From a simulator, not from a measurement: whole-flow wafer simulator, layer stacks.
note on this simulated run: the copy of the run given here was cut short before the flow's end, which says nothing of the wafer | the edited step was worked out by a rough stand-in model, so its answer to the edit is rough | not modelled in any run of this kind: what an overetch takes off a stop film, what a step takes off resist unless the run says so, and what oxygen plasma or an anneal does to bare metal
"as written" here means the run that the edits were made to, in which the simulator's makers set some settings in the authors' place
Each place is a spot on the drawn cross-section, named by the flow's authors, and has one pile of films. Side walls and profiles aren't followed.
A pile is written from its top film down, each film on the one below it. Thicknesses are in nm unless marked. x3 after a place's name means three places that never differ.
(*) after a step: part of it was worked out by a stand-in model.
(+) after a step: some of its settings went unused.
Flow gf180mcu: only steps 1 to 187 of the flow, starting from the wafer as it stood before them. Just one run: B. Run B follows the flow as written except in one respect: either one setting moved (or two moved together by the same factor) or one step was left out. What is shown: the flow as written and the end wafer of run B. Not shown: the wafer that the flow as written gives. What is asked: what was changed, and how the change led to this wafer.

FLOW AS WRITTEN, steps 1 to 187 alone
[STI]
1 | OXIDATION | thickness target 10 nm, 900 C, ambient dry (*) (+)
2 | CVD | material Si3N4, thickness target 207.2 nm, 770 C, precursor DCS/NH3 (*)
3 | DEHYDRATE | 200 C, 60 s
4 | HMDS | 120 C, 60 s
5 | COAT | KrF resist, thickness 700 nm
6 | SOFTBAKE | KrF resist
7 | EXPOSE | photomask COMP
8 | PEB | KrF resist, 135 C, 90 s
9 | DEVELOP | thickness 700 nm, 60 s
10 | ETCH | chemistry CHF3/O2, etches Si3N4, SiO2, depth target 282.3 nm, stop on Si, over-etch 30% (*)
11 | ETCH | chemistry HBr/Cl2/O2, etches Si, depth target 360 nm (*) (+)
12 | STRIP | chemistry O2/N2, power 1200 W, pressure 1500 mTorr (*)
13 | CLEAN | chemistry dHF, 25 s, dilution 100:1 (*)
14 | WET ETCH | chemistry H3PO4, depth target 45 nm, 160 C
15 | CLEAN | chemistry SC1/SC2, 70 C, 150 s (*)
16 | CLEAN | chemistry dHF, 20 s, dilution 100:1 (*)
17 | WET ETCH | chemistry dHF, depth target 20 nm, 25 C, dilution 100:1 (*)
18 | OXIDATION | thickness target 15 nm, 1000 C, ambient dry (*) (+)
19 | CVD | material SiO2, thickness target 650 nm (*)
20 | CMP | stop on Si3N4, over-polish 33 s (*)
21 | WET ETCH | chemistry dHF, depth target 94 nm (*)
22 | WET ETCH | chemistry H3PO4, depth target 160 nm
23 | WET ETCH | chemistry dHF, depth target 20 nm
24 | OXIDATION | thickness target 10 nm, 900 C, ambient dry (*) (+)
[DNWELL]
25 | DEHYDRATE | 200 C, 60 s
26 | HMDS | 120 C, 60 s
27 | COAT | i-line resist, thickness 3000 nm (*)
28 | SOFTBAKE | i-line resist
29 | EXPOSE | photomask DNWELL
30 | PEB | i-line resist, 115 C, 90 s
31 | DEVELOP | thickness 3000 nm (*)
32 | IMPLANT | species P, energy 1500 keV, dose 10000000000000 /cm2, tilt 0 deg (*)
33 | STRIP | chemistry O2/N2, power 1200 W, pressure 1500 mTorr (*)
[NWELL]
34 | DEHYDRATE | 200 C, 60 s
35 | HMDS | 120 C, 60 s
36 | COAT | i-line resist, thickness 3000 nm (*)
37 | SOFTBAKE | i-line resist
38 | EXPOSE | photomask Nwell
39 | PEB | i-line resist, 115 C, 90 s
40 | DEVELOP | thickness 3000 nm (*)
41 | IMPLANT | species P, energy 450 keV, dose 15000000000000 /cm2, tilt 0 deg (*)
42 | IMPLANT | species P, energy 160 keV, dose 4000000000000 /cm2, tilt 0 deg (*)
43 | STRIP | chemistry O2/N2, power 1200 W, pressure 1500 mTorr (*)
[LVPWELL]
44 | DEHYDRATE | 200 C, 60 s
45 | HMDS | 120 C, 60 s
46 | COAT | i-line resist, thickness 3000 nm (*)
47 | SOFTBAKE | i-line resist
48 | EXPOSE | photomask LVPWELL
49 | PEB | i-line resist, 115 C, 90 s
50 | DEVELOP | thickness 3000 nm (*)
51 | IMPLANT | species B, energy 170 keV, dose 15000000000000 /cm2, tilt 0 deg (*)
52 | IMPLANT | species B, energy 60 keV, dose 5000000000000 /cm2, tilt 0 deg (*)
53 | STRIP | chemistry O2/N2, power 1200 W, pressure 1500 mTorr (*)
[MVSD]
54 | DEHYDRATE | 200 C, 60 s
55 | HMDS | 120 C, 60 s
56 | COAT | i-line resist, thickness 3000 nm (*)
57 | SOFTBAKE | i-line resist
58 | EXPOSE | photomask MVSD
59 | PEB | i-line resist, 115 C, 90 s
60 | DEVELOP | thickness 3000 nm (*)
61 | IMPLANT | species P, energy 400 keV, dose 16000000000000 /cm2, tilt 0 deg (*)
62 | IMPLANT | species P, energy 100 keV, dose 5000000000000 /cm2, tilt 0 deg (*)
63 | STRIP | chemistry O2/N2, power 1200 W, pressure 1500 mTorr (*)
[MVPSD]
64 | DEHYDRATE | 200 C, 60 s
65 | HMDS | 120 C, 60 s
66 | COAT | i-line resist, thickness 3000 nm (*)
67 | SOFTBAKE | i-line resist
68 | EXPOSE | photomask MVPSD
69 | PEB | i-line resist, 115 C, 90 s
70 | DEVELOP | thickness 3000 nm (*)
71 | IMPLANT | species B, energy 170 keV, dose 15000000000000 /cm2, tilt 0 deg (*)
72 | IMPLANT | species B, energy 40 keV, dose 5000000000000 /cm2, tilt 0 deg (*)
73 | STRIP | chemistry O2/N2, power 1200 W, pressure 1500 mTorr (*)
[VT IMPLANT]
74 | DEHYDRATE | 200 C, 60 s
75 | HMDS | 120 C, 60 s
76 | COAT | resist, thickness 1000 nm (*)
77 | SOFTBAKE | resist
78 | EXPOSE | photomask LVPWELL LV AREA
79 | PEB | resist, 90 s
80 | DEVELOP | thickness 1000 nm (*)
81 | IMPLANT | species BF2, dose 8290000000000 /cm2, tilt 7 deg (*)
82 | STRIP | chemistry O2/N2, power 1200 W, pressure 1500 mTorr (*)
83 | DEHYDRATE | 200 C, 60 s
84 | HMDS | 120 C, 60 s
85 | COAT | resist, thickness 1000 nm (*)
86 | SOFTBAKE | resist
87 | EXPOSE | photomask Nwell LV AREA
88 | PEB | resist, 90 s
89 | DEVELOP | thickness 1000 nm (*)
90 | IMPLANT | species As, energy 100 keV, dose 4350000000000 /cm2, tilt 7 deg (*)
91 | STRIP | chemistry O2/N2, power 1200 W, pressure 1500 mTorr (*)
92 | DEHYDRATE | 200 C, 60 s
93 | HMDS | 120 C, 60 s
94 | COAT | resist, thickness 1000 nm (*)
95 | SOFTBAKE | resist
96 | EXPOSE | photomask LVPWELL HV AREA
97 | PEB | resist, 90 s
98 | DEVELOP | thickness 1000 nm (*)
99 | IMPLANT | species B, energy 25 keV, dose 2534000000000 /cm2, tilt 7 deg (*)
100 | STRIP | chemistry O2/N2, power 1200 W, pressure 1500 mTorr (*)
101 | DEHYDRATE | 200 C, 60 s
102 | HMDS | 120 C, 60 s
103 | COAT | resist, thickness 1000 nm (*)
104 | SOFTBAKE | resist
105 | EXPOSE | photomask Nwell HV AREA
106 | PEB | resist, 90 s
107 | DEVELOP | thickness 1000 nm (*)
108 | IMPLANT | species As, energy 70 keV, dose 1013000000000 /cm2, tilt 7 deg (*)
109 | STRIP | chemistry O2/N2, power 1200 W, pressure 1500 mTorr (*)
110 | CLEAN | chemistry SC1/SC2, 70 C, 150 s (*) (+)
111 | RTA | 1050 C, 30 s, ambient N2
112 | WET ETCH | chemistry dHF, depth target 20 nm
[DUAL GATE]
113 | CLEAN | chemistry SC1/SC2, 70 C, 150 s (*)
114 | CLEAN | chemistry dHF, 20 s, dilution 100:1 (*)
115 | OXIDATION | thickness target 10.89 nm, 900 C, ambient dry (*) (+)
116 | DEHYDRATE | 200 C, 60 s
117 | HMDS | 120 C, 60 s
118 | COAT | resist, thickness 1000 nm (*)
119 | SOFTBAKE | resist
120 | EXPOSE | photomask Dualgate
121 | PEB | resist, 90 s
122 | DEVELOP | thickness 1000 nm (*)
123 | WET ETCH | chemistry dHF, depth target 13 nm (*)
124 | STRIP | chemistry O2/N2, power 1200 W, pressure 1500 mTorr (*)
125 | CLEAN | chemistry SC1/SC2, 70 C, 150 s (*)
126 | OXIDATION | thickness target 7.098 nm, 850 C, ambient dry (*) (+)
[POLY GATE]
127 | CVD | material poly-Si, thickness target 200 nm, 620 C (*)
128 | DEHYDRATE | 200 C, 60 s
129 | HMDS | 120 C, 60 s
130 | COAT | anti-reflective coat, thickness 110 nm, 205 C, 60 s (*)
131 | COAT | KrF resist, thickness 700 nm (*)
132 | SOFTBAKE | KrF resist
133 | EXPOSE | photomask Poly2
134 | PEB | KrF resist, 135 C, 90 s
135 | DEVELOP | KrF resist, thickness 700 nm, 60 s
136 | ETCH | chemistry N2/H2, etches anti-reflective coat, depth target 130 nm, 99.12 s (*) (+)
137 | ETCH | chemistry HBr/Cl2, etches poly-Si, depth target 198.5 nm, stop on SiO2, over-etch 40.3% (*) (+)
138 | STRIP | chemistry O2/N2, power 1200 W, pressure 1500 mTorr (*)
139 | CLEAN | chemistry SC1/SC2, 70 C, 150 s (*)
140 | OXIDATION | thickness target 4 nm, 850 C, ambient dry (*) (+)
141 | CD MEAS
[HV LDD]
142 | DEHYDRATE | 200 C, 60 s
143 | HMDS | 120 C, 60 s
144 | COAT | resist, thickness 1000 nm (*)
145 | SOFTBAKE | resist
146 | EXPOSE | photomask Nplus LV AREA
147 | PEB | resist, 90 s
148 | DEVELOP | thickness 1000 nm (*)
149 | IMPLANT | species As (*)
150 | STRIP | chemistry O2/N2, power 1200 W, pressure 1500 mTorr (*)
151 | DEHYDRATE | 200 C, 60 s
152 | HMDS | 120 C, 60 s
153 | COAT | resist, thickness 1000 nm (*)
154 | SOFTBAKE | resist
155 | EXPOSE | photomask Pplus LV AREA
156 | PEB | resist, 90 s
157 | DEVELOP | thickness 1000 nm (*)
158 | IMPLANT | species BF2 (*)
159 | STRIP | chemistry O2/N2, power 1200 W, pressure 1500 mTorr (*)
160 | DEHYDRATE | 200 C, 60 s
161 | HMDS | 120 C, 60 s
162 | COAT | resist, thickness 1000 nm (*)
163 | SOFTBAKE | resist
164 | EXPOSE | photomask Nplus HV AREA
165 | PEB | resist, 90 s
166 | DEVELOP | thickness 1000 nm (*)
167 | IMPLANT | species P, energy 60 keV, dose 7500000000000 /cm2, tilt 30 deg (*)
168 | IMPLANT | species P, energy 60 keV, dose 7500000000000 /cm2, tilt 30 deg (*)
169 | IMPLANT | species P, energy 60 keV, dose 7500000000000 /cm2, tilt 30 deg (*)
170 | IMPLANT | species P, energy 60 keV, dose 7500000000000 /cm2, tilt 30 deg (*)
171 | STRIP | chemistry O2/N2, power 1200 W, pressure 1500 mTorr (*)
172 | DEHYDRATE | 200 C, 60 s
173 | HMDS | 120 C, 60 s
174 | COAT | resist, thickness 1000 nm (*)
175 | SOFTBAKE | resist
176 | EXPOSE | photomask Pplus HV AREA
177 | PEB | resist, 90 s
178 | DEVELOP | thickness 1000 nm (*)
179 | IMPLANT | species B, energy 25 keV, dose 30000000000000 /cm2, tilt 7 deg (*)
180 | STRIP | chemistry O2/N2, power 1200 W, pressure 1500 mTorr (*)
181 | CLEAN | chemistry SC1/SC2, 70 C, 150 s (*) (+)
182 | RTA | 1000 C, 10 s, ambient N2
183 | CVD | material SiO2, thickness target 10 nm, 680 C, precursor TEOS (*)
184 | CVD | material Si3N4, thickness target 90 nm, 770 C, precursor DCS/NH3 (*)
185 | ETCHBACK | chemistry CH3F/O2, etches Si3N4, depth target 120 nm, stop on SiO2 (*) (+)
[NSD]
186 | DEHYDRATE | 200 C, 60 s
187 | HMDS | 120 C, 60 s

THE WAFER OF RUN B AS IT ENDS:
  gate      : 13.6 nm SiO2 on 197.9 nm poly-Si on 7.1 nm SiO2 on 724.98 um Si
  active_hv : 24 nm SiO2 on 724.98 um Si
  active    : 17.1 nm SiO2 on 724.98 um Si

What caused this: step 183, CVD: thickness target 12.4 nm was run, while the flow as written has thickness target 10 nm.

The path from the change to this, step by step:
  183 | CVD | material SiO2, thickness target 10 nm, 680 C, precursor TEOS (*)
      field, field__w1, field__w2 and 99 more: +12.4 SiO2 (in the flow as written it would be: +10 SiO2)
      ld_drift_p: +12.2 SiO2 (in the flow as written it would be: +9.87 SiO2)
      (also at 1 further place)
